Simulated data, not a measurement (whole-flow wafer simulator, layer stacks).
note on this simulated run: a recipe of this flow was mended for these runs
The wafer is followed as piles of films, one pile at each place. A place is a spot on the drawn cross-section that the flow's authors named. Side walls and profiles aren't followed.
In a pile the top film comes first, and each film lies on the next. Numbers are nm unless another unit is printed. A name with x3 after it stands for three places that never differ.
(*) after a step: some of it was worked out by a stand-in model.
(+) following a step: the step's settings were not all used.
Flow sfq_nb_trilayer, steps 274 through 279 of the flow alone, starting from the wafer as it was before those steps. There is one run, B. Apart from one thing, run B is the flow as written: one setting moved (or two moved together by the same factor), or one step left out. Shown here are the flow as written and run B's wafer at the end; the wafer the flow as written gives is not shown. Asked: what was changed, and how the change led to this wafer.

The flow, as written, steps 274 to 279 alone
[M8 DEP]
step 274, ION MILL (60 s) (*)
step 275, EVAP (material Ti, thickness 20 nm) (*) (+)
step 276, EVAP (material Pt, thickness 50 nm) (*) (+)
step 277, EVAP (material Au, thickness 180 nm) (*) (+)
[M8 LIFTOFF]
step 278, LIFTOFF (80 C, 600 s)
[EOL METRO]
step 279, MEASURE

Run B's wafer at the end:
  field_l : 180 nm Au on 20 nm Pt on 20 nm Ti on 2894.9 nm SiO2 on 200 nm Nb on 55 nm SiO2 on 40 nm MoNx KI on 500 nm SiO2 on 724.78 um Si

Cause: step 276, EVAP: thickness 20 nm was run, whereas the flow has thickness 50 nm.
The wafer itself shows it: field_l has Pt 20, and step 276 as written asks for 50 nm.

How this came from the change, step by step:
  step 276, EVAP (material Pt, thickness 50 nm) (*) (+)
      field_l, v_sur x3, via_wl x2 and 100 more: Pt gains 20 (new film) (in the flow as written it would be: Pt gains 50 (new film))
  step 278, LIFTOFF (80 C, 600 s)
      p4_fl x5, p4_w1 x9, p3_s0 x11 and 49 more: Au loses 180 (all of it), Pt loses 20 (all of it), Ti loses 20 (all of it), KrF-resist-other-grade loses 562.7 (all of it), lift-off-underlayer loses 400 (all of it) (in the flow as written it would be: Au loses 180 (all of it), Pt loses 50 (all of it), Ti loses 20 (all of it), KrF-resist-other-grade loses 562.7 (all of it), lift-off-underlayer loses 400 (all of it))
      r_sur, res, r_end: Au loses 180 (all of it), Pt loses 20 (all of it), Ti loses 20 (all of it), KrF-resist-other-grade loses 559.9 (all of it), lift-off-underlayer loses 399.5 (all of it) (in the flow as written it would be: Au loses 180 (all of it), Pt loses 50 (all of it), Ti loses 20 (all of it), KrF-resist-other-grade loses 559.9 (all of it), lift-off-underlayer loses 399.5 (all of it))
      (also at 18 further places)
